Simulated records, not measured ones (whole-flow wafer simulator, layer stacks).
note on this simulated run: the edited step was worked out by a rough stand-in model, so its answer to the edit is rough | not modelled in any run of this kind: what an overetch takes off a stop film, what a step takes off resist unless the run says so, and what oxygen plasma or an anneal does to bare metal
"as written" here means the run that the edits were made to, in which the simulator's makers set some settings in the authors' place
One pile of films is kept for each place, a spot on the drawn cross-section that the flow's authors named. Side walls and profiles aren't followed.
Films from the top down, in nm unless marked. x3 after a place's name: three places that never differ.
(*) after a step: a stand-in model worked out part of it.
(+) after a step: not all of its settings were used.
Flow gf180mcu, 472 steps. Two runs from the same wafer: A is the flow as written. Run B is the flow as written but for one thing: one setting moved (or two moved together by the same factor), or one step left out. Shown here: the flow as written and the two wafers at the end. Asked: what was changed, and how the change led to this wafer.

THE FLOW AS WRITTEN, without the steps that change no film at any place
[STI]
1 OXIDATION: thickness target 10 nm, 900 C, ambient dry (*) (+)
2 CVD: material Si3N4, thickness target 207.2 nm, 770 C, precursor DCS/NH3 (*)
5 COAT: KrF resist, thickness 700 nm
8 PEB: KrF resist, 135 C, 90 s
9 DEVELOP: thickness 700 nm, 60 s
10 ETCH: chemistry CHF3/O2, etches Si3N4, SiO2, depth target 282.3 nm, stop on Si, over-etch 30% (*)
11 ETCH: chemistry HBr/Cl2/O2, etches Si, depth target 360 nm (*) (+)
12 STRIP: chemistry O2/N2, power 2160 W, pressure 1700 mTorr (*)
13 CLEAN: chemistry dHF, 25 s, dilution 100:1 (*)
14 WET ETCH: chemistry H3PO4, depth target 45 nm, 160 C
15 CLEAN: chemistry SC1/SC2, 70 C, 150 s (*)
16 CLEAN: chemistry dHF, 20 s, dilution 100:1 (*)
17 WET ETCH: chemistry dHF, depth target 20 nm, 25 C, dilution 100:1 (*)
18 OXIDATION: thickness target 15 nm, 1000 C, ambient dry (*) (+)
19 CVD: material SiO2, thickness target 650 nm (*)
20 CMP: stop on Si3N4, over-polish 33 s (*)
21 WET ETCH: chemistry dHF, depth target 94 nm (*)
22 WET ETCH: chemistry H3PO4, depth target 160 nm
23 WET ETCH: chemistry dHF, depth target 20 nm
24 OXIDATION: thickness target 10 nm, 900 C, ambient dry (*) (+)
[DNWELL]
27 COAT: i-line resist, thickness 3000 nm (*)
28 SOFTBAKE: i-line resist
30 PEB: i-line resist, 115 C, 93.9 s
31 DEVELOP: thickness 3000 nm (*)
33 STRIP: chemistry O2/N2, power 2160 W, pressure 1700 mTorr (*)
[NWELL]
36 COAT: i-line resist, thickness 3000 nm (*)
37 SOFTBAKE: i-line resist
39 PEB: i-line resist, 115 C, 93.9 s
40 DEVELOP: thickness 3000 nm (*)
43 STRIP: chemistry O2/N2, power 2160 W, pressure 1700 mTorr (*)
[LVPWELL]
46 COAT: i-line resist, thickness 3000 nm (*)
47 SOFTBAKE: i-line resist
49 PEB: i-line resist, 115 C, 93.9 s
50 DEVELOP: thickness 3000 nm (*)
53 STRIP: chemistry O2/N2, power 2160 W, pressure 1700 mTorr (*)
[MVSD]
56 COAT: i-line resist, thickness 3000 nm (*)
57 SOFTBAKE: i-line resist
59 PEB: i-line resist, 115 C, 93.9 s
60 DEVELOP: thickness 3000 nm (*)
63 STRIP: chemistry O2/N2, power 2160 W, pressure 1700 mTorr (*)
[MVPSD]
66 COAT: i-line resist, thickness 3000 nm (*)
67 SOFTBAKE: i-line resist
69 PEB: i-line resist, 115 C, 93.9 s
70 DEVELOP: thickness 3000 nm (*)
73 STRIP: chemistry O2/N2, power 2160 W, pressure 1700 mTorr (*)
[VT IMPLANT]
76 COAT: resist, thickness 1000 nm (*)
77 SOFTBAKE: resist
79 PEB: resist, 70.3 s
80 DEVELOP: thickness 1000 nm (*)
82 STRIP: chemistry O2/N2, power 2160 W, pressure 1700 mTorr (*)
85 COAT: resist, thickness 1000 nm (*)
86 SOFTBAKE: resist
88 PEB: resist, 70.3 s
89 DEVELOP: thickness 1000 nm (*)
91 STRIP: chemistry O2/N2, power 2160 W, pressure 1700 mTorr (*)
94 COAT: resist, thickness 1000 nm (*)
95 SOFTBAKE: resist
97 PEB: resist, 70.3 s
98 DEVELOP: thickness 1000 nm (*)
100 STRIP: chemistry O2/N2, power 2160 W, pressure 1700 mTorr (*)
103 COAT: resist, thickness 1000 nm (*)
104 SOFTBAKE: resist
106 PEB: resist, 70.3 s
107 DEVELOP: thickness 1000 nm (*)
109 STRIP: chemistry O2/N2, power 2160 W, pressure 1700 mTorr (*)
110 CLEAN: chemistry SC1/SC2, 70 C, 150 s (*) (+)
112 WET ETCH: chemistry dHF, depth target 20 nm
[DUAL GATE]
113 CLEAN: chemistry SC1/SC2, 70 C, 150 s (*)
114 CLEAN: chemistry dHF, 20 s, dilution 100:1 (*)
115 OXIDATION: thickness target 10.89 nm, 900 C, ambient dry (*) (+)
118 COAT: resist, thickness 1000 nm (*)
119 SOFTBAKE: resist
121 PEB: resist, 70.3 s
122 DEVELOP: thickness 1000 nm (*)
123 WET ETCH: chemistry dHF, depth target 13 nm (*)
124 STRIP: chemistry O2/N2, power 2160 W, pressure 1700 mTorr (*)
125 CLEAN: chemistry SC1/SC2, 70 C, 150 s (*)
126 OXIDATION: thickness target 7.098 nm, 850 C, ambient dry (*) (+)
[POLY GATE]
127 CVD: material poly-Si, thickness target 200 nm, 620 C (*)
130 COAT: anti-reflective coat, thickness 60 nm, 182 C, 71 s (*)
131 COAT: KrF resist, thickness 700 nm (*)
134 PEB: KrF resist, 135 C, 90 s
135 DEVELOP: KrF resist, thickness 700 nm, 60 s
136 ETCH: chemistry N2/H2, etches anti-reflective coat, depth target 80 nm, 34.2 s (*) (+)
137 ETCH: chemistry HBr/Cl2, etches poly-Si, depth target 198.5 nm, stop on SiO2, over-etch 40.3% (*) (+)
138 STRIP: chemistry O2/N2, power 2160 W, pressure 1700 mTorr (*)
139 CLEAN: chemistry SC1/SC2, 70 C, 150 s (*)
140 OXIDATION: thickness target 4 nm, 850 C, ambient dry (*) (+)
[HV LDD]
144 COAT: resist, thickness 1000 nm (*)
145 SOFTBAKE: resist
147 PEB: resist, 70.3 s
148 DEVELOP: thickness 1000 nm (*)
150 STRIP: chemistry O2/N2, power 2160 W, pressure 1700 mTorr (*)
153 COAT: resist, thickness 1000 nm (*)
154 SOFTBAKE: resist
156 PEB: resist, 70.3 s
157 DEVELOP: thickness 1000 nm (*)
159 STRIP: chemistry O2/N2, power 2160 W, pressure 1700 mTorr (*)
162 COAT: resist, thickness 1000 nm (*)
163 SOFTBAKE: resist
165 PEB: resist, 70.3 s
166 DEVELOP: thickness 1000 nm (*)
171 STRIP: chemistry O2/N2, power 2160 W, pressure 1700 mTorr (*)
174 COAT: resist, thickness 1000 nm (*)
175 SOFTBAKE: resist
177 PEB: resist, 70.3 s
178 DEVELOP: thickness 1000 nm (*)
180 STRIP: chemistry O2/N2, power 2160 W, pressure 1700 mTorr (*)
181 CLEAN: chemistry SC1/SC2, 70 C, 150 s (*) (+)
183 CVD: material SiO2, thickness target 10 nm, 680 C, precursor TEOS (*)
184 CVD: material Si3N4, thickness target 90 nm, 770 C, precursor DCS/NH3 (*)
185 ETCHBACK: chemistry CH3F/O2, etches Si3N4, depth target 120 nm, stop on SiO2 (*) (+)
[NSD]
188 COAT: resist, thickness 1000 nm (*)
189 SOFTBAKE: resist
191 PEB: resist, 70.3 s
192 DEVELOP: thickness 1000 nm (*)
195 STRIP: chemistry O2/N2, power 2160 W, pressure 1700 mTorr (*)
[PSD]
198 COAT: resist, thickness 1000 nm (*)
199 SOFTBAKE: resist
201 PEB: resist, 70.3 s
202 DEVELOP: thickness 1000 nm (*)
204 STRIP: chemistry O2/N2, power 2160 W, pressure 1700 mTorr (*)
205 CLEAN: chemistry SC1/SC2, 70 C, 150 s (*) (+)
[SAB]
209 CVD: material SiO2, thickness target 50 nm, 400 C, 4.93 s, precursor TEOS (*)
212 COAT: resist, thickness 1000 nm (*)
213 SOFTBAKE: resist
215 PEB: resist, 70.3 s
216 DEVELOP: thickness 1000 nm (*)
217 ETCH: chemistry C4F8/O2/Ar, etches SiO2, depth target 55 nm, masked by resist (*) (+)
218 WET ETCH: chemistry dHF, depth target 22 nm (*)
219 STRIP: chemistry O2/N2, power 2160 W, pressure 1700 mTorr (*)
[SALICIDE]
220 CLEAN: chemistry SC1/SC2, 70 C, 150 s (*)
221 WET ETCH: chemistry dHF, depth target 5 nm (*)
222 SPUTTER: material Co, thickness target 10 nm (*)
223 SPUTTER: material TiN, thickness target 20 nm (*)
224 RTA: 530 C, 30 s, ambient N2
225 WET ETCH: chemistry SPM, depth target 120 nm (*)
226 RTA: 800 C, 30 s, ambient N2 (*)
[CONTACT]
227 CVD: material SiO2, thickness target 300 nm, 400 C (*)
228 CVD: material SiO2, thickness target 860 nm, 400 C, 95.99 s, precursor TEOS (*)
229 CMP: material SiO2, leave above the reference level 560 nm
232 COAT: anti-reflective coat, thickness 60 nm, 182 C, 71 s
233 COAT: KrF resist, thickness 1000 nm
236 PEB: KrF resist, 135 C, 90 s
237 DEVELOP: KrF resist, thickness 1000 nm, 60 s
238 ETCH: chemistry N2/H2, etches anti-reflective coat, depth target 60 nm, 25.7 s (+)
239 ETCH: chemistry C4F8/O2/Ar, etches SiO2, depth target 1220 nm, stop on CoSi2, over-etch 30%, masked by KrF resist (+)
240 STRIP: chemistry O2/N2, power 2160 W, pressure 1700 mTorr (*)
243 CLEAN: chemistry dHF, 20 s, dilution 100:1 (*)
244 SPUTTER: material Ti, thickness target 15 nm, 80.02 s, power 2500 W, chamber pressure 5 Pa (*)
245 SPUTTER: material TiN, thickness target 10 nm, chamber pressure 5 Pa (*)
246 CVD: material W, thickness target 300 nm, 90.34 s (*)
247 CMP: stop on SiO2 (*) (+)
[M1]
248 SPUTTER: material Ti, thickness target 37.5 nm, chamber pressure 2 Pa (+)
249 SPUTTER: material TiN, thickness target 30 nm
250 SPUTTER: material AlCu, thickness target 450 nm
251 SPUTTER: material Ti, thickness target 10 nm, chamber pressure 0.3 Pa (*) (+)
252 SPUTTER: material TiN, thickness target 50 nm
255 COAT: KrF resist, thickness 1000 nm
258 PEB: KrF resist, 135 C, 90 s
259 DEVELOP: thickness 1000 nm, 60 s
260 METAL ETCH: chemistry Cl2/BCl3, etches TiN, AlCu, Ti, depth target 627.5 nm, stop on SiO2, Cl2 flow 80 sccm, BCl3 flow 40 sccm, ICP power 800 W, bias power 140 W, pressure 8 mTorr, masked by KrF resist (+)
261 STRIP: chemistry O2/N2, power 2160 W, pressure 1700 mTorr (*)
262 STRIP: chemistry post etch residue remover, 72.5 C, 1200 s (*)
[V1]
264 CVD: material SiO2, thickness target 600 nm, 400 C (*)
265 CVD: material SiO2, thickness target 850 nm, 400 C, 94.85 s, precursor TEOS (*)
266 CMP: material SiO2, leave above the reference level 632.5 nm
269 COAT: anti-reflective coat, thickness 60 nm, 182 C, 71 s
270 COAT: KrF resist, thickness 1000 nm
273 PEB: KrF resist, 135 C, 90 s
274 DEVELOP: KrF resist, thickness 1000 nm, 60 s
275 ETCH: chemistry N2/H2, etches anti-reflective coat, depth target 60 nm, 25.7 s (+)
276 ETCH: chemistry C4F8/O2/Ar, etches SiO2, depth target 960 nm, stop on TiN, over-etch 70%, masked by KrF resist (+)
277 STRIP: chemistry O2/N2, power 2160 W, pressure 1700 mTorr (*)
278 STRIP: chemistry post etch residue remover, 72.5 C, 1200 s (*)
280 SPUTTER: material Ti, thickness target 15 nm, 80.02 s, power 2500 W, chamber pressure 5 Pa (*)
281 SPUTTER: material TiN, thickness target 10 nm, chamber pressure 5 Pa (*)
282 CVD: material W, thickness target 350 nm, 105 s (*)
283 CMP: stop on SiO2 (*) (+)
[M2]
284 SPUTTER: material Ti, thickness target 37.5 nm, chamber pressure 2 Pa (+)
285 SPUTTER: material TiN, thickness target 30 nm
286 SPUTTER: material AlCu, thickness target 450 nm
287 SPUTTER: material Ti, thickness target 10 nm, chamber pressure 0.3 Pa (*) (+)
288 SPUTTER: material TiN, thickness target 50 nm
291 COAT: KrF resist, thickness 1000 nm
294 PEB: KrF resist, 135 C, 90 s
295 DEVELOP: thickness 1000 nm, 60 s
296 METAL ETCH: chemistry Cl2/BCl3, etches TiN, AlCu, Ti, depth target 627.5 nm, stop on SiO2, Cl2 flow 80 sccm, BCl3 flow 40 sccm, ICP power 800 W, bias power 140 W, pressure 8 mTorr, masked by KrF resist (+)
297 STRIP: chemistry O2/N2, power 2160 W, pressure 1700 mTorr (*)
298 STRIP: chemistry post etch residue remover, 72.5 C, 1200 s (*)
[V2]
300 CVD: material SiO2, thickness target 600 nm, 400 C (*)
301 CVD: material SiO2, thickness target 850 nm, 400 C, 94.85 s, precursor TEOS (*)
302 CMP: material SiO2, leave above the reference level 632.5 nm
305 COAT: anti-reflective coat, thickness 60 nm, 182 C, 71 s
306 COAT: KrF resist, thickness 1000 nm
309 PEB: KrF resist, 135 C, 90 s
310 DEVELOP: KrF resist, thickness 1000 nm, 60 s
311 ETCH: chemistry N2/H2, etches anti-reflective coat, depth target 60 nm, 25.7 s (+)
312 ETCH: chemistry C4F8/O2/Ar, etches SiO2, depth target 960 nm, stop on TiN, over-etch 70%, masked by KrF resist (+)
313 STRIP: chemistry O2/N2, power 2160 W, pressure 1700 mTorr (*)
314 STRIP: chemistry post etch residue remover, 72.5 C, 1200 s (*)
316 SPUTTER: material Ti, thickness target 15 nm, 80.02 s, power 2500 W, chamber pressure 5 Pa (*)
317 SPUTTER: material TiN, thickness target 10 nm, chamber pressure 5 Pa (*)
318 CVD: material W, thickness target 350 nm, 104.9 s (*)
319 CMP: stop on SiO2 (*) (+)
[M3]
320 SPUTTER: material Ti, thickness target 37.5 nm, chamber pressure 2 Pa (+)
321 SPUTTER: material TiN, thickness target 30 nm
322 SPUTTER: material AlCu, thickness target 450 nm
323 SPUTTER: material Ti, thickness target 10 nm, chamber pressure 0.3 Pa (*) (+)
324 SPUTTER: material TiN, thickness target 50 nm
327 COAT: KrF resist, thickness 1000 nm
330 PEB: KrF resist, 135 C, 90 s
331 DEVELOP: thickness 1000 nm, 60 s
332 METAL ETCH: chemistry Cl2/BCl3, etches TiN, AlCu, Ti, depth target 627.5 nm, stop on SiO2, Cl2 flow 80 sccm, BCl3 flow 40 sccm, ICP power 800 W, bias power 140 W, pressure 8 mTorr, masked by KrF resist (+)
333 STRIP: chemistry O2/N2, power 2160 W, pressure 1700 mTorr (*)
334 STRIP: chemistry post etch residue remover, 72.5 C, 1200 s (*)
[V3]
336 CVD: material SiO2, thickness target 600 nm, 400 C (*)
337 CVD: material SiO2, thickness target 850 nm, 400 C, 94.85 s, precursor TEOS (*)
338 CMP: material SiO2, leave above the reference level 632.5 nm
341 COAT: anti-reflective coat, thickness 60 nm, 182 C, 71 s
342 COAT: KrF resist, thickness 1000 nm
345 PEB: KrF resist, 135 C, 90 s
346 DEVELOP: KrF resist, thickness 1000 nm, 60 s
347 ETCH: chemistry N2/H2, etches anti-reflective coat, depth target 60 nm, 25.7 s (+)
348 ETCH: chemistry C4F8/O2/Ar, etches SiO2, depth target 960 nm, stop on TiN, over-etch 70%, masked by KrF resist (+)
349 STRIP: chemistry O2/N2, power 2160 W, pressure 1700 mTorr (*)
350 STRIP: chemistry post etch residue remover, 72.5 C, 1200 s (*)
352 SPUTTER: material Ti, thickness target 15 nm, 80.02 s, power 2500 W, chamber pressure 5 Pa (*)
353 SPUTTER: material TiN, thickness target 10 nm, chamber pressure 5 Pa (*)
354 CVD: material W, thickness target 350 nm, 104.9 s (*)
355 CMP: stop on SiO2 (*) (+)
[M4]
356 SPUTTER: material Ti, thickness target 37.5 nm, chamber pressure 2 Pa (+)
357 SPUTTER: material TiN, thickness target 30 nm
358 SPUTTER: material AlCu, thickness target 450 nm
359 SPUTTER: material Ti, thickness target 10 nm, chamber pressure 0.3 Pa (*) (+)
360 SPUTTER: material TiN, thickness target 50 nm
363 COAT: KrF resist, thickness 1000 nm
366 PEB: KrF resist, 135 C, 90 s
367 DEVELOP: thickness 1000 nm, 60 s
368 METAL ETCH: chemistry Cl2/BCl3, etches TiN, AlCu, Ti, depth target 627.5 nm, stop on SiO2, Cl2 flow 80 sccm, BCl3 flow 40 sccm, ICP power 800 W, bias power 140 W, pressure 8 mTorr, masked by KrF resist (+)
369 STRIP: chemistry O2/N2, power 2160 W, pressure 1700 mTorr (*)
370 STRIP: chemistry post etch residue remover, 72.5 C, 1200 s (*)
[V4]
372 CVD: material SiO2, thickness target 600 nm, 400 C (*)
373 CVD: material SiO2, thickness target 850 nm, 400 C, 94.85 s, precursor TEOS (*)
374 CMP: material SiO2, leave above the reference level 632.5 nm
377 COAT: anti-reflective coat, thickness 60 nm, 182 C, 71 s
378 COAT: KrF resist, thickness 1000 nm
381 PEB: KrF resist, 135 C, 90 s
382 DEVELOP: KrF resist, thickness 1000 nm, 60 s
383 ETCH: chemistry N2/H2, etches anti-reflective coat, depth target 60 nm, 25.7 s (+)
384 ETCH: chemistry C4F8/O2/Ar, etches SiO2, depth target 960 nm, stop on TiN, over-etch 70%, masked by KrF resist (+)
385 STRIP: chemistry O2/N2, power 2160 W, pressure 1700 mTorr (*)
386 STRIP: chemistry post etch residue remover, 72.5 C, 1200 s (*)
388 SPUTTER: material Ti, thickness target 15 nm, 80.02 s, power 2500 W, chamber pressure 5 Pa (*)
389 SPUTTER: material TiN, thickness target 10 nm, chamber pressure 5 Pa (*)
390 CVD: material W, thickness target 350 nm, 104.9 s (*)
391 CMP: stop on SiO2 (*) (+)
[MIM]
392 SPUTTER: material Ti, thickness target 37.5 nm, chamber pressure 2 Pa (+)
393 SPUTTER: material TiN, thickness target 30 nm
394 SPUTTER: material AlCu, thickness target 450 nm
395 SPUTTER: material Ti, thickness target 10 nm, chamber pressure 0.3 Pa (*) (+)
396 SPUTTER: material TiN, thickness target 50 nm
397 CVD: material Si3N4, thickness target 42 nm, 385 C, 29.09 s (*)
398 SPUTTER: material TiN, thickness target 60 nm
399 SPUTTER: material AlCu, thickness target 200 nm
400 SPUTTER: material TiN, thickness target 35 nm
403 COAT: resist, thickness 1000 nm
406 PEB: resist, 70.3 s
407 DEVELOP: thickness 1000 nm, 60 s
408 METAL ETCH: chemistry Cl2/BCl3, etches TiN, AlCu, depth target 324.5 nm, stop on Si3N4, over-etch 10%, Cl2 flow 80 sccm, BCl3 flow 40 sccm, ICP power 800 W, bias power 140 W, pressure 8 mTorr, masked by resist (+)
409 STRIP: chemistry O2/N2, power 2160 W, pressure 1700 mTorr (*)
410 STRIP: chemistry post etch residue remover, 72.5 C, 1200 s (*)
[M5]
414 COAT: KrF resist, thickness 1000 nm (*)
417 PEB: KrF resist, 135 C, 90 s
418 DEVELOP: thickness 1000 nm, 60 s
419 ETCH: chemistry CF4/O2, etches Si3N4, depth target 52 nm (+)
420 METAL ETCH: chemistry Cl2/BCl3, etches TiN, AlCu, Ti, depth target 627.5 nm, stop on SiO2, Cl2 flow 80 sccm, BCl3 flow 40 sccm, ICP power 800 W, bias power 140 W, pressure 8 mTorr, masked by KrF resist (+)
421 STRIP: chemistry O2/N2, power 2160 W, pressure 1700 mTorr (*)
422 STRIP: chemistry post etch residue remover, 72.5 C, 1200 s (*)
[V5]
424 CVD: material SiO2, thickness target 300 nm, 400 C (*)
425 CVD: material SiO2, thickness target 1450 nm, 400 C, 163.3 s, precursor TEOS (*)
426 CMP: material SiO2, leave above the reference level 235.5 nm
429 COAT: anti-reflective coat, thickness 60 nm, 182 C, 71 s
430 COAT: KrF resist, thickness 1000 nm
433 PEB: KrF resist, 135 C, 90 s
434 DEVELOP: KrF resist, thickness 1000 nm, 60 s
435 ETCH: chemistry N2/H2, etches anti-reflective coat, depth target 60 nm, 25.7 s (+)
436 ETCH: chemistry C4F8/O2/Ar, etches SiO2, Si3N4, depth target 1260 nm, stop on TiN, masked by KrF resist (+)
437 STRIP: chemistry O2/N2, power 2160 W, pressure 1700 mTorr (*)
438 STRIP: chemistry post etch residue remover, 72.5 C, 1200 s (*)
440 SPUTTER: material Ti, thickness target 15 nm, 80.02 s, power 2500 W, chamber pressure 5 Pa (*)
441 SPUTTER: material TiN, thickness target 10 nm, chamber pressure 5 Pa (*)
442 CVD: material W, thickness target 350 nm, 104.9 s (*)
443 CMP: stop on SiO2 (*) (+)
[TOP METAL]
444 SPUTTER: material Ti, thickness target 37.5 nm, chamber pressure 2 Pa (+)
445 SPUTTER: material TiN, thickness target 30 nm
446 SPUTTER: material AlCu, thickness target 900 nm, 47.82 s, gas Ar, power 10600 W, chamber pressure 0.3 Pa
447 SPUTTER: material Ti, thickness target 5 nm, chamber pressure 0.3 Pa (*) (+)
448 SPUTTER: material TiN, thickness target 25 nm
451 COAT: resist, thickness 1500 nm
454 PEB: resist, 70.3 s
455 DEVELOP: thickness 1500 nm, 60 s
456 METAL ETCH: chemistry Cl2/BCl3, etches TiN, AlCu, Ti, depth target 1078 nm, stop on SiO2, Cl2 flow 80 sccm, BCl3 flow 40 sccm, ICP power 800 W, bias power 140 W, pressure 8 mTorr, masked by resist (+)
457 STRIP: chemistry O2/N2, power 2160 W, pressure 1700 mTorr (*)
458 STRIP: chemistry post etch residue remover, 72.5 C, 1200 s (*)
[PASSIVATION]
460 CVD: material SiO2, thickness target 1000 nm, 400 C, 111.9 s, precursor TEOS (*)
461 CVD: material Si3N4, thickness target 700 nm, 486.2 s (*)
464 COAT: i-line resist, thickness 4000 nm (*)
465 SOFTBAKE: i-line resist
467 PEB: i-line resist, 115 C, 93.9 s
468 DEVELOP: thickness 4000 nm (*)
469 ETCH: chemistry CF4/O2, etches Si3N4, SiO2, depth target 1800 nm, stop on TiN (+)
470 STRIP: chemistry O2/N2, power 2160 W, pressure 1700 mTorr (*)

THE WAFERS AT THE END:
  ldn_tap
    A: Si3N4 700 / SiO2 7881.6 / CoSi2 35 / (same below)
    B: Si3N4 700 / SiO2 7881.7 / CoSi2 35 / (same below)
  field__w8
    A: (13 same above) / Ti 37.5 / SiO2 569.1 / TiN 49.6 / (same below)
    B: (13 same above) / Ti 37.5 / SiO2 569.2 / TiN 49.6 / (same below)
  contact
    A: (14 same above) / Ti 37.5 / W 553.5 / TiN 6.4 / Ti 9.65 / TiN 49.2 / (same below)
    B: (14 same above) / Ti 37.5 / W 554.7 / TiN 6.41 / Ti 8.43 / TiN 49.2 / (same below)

The cause: step 388, SPUTTER: 70.02 s was run, where the flow has 80.02 s.

How the change led to this, step by step:
  388 SPUTTER: material Ti, thickness target 15 nm, 80.02 s, power 2500 W, chamber pressure 5 Pa (*)
      field, field__w1, field__w2 and 107 more: A Ti +15 (new film) | B Ti +13.1 (new film)
      contact: A Ti +9.65 (new film) | B Ti +8.43 (new film)
  391 CMP: stop on SiO2 (*) (+)
      field, field__w1, field__w2 and 107 more: A W -350 (all of it), TiN -10 (all of it), Ti -15 (all of it), SiO2 -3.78 | B W -350 (all of it), TiN -10 (all of it), Ti -13.1 (all of it), SiO2 -3.76
